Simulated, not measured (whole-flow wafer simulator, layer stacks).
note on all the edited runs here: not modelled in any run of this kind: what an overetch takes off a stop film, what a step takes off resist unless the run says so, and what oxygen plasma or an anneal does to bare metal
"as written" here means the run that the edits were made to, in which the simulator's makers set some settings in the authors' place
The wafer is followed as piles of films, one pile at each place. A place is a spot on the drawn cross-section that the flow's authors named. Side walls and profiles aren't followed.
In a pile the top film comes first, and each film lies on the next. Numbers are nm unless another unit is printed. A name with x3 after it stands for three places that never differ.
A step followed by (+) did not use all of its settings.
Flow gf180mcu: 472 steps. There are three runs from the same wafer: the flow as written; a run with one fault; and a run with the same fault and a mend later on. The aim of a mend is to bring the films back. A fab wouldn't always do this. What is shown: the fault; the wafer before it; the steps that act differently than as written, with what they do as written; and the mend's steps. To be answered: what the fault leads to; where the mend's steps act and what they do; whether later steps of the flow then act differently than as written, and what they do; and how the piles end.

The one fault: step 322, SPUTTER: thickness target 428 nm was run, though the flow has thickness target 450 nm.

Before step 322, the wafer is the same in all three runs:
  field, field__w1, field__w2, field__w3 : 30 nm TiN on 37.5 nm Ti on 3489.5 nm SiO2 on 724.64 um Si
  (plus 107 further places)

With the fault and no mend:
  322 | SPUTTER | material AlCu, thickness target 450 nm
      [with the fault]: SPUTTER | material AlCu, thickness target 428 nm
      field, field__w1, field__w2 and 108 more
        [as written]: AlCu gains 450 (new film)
        [with the fault]: AlCu gains 428 (new film)
  Steps further on in the flow that do not act as written:
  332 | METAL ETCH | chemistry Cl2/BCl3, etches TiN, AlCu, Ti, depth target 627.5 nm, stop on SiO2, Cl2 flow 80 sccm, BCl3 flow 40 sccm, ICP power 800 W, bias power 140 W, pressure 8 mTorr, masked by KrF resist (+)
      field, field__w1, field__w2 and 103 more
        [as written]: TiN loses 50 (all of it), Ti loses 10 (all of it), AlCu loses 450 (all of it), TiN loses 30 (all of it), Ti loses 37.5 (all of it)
        [with the fault]: TiN loses 50 (all of it), Ti loses 10 (all of it), AlCu loses 428 (all of it), TiN loses 30 (all of it), Ti loses 37.5 (all of it)
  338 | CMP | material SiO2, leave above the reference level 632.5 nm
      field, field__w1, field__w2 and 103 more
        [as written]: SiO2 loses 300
        [with the fault]: SiO2 loses 322
  By the end, the piles at field__w8, contact, m1, m1__w1, m1_nw depart from the flow's by more than 2% or 0.5 nm, whichever is larger.
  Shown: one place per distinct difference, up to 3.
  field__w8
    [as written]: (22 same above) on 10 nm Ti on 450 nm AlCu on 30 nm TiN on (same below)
    [with the fault]: (22 same above) on 10 nm Ti on 428 nm AlCu on 30 nm TiN on (same below)
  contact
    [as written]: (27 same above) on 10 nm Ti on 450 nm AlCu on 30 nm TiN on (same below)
    [with the fault]: (27 same above) on 10 nm Ti on 428 nm AlCu on 30 nm TiN on (same below)

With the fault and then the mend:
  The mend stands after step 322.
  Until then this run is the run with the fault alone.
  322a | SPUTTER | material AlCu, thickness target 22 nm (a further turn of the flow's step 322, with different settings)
      field, field__w1, field__w2 and 108 more
        AlCu gains 22
  Every later step of the flow that is run acts as written at every place that is followed.
  By the end, the piles equal the flow's at every place that both follow.
